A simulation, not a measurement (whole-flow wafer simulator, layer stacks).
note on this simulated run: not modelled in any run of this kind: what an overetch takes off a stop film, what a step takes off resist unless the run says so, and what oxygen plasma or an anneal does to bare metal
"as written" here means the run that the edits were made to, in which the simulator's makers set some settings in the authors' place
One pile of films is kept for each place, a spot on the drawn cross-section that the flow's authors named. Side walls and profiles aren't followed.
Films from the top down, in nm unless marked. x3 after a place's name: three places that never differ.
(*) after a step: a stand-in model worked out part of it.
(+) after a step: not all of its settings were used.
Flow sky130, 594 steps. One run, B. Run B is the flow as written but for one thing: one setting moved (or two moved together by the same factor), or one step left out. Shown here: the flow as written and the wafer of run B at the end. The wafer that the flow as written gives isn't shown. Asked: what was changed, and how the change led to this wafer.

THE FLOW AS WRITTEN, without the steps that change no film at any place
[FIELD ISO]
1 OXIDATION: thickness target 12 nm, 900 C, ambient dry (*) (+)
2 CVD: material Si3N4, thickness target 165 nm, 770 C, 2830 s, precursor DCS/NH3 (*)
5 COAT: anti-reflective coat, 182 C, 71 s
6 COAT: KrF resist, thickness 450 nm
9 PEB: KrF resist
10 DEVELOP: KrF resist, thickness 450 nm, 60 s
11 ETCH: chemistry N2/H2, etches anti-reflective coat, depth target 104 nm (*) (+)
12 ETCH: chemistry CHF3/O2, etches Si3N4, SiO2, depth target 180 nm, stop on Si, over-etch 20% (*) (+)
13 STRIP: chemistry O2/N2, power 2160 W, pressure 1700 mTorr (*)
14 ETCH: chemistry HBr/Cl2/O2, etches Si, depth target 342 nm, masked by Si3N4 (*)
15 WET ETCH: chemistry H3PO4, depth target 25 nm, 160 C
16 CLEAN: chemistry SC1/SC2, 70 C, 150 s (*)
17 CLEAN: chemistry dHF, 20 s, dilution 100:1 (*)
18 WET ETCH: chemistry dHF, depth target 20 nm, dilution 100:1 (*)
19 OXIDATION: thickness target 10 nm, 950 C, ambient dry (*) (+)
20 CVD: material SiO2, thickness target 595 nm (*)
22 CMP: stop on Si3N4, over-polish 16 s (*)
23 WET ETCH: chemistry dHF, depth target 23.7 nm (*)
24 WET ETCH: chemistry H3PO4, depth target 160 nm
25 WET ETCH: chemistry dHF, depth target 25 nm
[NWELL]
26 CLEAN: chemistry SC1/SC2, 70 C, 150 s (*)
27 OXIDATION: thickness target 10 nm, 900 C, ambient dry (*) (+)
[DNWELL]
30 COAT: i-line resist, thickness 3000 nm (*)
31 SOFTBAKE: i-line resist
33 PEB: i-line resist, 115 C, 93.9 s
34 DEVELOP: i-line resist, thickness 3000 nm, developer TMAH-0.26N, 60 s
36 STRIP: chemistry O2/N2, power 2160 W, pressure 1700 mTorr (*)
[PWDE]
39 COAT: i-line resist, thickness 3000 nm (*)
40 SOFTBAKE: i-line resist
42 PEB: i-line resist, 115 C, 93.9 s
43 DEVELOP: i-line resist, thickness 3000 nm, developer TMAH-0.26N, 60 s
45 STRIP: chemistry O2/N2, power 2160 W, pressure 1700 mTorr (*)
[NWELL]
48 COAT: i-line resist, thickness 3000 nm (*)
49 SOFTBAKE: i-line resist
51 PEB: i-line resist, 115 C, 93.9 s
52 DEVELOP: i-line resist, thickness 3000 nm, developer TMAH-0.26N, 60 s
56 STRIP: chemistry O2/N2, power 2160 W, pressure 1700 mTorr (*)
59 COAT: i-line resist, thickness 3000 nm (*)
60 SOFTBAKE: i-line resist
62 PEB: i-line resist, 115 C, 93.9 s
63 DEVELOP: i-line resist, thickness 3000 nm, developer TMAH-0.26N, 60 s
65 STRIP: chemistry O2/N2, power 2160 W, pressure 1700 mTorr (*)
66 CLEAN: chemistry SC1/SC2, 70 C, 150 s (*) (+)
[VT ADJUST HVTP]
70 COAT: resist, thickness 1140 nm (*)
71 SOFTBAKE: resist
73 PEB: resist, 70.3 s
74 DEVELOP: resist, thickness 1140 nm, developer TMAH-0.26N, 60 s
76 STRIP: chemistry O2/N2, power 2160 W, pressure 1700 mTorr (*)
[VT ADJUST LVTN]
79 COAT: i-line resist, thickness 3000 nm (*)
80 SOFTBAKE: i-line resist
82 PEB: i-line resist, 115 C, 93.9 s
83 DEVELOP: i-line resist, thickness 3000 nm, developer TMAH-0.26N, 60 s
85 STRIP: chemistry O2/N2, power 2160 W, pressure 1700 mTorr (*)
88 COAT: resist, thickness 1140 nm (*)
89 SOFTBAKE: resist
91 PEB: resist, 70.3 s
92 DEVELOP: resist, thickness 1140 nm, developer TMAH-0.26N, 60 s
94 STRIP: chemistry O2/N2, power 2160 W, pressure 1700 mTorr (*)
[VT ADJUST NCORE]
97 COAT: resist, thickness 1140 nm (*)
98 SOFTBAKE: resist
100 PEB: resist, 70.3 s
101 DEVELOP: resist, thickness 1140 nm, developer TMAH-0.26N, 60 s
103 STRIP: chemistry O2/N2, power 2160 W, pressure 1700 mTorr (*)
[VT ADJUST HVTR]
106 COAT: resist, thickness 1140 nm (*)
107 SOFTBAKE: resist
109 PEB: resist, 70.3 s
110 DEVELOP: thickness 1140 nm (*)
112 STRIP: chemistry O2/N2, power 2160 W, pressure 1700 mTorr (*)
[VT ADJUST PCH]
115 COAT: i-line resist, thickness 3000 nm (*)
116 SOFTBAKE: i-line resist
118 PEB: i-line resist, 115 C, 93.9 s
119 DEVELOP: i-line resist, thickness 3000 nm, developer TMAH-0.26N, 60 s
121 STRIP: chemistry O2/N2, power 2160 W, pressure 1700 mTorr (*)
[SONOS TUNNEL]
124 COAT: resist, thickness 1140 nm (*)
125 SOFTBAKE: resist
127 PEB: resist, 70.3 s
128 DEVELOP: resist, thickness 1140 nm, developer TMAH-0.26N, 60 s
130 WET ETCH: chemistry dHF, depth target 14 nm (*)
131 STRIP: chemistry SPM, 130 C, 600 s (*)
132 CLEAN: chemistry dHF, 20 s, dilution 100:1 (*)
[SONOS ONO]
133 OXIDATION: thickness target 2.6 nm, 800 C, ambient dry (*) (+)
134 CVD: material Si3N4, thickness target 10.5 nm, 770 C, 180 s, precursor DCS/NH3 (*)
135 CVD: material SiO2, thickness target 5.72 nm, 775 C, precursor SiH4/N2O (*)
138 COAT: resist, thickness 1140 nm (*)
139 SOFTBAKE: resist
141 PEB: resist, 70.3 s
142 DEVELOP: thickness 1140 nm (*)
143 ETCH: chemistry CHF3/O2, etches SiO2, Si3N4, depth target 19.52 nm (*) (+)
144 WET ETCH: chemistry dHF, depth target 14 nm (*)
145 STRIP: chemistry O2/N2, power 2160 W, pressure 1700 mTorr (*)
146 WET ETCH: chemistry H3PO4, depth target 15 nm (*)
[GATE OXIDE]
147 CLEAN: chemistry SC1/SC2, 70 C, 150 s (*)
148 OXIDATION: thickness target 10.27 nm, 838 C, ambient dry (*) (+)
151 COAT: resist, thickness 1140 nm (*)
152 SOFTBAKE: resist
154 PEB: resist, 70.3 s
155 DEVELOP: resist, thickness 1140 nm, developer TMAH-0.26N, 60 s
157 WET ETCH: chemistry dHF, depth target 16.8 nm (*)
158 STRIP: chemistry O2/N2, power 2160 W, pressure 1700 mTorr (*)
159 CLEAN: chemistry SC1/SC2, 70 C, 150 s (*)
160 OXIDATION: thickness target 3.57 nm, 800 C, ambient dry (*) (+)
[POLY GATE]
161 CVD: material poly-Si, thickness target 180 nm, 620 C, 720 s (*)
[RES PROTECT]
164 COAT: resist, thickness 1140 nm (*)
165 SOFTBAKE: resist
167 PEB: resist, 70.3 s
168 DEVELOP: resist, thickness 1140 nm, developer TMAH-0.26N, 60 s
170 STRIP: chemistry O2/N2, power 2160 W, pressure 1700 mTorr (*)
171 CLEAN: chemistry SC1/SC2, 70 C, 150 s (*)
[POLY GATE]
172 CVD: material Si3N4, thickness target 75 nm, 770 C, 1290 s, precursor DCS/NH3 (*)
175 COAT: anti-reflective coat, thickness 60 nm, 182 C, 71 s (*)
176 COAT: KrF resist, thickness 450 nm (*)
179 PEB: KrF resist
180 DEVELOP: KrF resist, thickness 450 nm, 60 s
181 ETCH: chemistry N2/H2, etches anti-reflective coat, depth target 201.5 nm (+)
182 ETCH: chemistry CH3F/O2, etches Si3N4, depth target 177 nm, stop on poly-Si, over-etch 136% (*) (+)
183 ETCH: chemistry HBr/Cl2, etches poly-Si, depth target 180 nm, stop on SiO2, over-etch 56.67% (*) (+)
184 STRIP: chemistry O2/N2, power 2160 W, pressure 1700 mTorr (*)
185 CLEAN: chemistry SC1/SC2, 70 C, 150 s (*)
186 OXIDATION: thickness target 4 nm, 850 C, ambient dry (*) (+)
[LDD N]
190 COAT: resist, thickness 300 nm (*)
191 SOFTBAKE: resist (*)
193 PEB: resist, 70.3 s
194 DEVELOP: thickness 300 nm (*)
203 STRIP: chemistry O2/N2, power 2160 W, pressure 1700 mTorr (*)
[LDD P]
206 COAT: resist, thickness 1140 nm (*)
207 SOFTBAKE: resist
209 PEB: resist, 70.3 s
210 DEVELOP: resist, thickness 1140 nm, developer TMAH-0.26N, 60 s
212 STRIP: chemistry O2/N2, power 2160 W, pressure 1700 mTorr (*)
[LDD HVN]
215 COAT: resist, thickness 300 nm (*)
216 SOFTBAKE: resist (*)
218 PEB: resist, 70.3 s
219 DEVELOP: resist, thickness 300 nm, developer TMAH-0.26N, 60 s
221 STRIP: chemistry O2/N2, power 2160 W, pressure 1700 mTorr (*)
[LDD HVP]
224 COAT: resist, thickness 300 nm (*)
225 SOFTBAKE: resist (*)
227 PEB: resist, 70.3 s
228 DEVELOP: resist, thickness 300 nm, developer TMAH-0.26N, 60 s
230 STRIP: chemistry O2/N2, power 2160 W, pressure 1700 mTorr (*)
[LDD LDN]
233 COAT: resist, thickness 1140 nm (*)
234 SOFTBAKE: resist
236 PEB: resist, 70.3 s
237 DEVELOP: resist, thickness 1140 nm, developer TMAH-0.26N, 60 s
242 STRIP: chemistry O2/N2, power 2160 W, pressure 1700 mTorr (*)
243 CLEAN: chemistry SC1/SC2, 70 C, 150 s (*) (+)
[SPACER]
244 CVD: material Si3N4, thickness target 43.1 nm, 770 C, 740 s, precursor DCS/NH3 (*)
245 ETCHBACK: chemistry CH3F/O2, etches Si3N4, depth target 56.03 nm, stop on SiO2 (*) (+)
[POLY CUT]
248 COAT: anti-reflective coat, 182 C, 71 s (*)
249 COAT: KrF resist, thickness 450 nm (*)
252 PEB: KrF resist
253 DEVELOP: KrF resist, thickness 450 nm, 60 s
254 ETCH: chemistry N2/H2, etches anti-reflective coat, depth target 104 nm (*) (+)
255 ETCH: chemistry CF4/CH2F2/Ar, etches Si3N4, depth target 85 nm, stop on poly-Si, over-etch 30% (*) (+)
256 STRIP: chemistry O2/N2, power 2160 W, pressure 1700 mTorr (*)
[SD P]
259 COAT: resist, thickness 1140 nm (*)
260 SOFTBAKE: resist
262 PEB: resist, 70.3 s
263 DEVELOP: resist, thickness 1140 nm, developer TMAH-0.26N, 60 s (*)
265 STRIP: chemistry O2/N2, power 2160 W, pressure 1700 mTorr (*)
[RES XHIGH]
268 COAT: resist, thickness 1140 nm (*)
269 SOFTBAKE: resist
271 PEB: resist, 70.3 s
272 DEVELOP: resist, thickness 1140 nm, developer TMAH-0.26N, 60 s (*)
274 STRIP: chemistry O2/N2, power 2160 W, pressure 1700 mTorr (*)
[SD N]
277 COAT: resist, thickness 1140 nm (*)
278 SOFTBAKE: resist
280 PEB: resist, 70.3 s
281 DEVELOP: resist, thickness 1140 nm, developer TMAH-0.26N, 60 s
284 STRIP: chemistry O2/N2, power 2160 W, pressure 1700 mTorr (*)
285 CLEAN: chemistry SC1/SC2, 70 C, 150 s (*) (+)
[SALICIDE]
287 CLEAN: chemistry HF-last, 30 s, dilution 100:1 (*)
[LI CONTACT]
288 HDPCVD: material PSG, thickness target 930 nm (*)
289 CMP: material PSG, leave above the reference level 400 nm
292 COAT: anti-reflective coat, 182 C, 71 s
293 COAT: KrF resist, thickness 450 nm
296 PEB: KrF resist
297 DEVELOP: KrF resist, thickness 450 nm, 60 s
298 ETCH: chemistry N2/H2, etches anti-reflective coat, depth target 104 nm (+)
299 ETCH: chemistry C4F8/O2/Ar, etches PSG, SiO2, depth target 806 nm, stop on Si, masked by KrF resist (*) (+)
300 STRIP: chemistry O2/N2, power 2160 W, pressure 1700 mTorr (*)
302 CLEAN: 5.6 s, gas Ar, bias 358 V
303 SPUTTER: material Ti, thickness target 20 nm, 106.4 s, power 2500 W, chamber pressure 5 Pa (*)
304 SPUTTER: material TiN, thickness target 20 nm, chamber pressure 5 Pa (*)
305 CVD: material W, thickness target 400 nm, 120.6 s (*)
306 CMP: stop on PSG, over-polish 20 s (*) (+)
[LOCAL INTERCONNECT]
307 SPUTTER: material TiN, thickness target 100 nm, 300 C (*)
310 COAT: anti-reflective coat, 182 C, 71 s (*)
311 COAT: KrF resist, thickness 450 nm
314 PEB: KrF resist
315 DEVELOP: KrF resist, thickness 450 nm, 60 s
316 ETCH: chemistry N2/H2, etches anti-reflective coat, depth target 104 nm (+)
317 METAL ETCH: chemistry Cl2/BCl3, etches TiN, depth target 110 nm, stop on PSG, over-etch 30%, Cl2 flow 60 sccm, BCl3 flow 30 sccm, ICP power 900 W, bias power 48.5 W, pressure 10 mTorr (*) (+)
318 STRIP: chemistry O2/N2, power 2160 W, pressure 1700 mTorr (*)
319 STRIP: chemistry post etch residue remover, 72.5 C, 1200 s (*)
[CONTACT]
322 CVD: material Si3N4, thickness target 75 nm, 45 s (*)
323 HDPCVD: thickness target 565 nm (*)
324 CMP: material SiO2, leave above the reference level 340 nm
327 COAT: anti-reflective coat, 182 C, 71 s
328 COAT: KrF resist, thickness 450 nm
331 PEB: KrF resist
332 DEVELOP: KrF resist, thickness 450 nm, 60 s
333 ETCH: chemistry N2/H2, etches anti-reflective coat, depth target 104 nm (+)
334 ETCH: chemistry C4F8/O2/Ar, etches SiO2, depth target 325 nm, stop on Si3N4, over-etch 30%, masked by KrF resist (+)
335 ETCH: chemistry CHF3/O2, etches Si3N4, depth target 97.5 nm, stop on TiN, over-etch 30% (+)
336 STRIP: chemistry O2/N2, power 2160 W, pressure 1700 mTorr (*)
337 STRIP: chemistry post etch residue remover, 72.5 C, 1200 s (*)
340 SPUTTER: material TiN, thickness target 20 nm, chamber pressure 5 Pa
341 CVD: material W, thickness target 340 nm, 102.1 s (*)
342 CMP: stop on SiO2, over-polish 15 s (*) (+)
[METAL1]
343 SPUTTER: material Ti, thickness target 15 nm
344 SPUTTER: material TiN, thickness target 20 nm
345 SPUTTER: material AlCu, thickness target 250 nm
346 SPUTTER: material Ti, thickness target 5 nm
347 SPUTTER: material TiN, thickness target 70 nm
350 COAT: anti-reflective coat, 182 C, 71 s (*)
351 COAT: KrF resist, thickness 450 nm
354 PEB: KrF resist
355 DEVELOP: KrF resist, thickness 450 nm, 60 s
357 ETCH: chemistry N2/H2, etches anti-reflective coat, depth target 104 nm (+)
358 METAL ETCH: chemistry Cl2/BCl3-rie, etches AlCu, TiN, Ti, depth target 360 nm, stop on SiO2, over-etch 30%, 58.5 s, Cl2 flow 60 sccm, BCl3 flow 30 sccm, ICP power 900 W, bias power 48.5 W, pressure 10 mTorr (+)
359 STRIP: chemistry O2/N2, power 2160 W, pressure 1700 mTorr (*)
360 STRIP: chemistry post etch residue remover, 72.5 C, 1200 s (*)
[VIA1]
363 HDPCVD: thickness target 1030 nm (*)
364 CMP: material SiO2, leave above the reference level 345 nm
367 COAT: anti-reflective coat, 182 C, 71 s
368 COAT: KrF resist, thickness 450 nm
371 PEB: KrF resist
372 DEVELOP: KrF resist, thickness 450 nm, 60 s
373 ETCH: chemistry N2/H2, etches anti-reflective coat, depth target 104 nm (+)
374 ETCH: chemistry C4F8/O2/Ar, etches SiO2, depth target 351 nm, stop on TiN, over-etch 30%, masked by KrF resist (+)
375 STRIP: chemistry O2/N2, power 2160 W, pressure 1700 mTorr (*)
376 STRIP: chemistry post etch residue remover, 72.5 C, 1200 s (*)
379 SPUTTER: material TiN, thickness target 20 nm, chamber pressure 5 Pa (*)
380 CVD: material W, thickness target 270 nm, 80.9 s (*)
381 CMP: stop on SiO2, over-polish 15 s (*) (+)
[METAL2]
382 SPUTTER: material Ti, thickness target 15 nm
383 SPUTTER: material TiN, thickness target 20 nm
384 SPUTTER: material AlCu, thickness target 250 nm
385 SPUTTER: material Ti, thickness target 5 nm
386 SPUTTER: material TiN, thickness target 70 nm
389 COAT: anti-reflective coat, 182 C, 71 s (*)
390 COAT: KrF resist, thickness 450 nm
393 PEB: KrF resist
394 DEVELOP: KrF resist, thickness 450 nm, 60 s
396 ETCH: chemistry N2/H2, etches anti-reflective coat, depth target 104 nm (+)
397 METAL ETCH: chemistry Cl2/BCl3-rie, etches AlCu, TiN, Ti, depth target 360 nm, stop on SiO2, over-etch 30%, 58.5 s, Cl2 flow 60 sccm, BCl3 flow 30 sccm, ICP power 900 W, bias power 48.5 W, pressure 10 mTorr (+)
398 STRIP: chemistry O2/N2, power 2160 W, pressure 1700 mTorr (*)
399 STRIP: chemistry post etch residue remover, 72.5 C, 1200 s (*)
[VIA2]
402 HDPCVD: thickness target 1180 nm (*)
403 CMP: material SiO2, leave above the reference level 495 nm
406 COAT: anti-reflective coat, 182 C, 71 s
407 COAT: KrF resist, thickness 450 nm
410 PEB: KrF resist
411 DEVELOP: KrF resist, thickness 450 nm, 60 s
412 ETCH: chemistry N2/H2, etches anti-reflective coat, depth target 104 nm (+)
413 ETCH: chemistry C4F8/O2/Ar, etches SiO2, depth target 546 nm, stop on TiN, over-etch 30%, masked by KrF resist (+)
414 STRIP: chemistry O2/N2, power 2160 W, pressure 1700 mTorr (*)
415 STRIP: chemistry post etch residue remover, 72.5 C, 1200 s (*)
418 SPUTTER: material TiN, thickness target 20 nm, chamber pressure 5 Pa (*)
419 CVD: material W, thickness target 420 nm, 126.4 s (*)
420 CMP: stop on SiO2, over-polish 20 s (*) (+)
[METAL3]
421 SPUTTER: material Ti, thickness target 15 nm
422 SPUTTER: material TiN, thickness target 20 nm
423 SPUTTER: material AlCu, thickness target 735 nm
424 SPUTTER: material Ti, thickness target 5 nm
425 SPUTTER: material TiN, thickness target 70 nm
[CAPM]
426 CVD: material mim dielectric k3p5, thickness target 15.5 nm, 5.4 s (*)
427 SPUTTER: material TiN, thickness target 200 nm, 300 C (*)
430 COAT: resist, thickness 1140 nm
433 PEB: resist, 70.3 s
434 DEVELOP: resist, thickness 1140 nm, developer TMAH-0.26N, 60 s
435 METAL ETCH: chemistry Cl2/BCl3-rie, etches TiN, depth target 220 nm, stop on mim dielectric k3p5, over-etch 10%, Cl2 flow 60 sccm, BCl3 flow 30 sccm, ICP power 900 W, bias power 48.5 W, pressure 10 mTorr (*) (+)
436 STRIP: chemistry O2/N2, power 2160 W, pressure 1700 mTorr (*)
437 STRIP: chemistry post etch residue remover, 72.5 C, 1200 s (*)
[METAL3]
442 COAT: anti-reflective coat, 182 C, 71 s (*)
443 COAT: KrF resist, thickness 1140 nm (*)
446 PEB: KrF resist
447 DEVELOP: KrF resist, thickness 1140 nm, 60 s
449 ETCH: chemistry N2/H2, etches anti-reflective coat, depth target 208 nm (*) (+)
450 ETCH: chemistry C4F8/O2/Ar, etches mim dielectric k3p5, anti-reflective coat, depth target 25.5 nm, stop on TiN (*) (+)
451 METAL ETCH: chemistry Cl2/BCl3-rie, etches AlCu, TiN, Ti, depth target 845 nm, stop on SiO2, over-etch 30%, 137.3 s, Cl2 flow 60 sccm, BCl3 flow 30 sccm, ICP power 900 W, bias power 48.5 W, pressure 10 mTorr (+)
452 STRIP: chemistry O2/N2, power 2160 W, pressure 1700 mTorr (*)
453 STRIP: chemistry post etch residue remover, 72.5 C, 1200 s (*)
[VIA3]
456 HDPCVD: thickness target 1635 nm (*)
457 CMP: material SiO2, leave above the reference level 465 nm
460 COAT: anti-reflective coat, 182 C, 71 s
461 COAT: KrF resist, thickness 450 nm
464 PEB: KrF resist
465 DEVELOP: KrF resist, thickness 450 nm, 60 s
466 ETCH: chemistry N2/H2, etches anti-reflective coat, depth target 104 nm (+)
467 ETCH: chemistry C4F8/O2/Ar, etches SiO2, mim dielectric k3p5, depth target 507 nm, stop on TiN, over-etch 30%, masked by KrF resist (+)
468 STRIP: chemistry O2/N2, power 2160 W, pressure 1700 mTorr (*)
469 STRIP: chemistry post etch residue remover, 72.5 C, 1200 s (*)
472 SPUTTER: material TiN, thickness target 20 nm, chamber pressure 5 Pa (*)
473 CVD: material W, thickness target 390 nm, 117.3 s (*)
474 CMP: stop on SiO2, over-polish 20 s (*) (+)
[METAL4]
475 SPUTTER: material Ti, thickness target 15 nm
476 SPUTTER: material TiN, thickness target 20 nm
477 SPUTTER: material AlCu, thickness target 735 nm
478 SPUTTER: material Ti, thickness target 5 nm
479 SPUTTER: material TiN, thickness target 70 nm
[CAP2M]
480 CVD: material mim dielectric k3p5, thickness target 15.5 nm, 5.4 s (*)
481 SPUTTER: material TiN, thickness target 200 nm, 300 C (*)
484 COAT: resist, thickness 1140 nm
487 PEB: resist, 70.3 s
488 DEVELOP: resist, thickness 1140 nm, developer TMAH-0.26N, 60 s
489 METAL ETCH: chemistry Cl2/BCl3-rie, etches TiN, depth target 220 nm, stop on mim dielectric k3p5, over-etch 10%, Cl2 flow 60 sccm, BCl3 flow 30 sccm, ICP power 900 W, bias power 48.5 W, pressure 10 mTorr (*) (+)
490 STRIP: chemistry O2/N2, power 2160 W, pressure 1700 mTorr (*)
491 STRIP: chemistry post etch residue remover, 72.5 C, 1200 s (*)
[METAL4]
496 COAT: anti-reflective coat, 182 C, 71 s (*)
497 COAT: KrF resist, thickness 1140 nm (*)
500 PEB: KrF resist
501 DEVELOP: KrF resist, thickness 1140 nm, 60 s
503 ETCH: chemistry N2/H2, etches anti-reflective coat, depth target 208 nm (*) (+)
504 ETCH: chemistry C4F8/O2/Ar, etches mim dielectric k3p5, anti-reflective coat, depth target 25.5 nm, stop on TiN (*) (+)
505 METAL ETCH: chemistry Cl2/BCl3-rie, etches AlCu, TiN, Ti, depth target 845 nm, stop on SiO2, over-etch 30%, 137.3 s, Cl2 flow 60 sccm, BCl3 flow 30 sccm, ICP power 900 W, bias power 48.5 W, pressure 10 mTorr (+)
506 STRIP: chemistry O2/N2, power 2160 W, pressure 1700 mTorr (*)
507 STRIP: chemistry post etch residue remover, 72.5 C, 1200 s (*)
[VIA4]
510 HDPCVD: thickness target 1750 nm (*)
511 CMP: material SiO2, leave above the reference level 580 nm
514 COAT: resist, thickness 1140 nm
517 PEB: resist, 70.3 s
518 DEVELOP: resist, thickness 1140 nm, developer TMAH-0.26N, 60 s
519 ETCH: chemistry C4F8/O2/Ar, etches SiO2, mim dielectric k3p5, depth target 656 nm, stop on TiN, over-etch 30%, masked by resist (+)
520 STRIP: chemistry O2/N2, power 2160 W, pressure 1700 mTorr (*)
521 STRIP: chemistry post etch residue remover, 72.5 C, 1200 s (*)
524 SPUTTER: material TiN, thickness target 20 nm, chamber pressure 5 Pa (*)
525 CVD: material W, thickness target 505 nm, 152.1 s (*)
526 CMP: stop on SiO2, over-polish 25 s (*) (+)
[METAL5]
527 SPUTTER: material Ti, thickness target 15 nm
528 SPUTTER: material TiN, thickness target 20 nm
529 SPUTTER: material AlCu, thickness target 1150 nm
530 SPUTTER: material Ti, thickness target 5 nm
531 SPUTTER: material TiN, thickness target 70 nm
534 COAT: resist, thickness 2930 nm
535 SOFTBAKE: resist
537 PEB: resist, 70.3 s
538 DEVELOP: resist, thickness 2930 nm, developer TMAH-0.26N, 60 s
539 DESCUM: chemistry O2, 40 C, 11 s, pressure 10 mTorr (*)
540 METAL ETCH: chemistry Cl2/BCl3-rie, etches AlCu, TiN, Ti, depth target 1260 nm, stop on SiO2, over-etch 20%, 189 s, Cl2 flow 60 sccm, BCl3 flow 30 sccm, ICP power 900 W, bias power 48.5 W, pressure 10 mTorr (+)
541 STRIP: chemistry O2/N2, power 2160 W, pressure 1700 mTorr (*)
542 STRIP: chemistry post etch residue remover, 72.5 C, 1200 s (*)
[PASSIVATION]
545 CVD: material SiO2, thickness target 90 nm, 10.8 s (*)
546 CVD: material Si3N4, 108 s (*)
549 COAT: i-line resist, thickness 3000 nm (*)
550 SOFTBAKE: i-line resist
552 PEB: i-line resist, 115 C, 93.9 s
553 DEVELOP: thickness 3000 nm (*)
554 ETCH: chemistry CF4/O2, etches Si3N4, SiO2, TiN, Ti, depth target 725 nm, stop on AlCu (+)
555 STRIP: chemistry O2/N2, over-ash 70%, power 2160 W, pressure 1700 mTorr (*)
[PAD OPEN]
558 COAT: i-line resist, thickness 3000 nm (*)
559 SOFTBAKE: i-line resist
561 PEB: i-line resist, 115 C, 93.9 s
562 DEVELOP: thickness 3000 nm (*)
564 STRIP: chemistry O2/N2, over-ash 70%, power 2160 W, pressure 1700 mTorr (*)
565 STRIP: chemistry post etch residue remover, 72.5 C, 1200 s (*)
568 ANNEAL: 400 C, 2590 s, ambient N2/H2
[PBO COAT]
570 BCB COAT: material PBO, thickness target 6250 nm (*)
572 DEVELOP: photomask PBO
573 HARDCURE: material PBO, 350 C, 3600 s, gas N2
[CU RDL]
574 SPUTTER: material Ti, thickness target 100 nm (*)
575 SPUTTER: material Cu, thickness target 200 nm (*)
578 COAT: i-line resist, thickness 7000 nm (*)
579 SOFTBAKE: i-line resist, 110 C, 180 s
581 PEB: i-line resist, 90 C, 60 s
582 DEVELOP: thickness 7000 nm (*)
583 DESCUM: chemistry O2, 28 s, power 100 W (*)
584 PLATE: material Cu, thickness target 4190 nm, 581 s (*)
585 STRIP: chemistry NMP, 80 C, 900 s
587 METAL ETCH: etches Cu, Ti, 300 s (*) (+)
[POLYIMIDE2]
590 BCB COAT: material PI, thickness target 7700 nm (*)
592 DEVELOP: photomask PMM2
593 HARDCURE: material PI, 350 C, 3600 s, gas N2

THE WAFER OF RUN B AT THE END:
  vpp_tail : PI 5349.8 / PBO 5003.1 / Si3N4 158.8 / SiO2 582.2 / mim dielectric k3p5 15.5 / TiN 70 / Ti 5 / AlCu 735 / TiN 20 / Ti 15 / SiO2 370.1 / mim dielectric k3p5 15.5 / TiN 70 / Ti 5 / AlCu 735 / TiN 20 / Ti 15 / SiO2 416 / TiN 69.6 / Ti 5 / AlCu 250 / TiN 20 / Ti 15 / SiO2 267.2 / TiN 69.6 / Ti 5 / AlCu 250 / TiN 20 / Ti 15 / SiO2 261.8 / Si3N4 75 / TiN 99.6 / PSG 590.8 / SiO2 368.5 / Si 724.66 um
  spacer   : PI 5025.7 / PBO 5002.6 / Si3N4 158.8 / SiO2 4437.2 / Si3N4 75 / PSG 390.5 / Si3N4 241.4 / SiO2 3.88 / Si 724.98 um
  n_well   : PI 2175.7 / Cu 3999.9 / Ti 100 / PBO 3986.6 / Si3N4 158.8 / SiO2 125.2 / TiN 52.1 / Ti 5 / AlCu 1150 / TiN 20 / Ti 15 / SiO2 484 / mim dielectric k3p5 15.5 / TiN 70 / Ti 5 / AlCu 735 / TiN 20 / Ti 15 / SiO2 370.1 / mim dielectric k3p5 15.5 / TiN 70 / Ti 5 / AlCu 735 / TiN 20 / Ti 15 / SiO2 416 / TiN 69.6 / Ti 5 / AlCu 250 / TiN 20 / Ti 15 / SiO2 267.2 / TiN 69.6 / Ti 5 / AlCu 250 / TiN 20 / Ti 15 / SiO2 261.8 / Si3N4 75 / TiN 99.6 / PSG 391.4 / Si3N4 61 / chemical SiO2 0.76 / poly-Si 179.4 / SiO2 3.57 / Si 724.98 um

The cause: step 531, SPUTTER: thickness target 52.5 nm was run, where the flow has thickness target 70 nm.

How the change led to this, step by step:
  531 SPUTTER: material TiN, thickness target 70 nm
      field, active, n_well and 190 more: TiN +52.5 (new film) (as written it would be: TiN +70 (new film))
  540 METAL ETCH: chemistry Cl2/BCl3-rie, etches AlCu, TiN, Ti, depth target 1260 nm, stop on SiO2, over-etch 20%, 189 s, Cl2 flow 60 sccm, BCl3 flow 30 sccm, ICP power 900 W, bias power 48.5 W, pressure 10 mTorr (+)
      field, active, gate and 162 more: TiN -52.5 (all of it), Ti -5 (all of it), AlCu -1150 (all of it), TiN -20 (all of it), Ti -15 (all of it), SiO2 -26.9 (as written it would be: TiN -70 (all of it), Ti -5 (all of it), AlCu -1150 (all of it), TiN -20 (all of it), Ti -15 (all of it), SiO2 -25.2)
      iso_guard__w1, vpp_iso1, mim_edge_plate and 10 more: TiN -52.5 (all of it), Ti -5 (all of it), AlCu -1150 (all of it), TiN -20 (all of it), Ti -15 (all of it), SiO2 -27 (as written it would be: TiN -70 (all of it), Ti -5 (all of it), AlCu -1150 (all of it), TiN -20 (all of it), Ti -15 (all of it), SiO2 -25.2)
  550 SOFTBAKE: i-line resist
      spacer: i-line resist -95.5 (as written it would be: i-line resist -97.5)
      m1: i-line resist -99.4 (as written it would be: i-line resist -101.5)
      (and at 6 more places)
  554 ETCH: chemistry CF4/O2, etches Si3N4, SiO2, TiN, Ti, depth target 725 nm, stop on AlCu (+)
      field, active, n_well and 189 more: i-line resist -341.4 (as written it would be: i-line resist -358.9)
      pad: Si3N4 -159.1 (all of it), SiO2 -125.2 (all of it), TiN -52.1 (all of it), Ti -5 (all of it) (as written it would be: Si3N4 -159.1 (all of it), SiO2 -125.2 (all of it), TiN -69.6 (all of it), Ti -5 (all of it))
  555 STRIP: chemistry O2/N2, over-ash 70%, power 2160 W, pressure 1700 mTorr (*)
      n_well, p_well, sd_n, sd_p: i-line resist -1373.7 (all of it) (as written it would be: i-line resist -1340.8 (all of it))
      m1: i-line resist -1396.7 (all of it) (as written it would be: i-line resist -1364.1 (all of it))
      (and at 7 more places)
  559 SOFTBAKE: i-line resist
      m1: i-line resist -99.4 (as written it would be: i-line resist -101.5)
      sonos_cell: i-line resist -97.7 (as written it would be: i-line resist -99.7)
      (and at 5 more places)
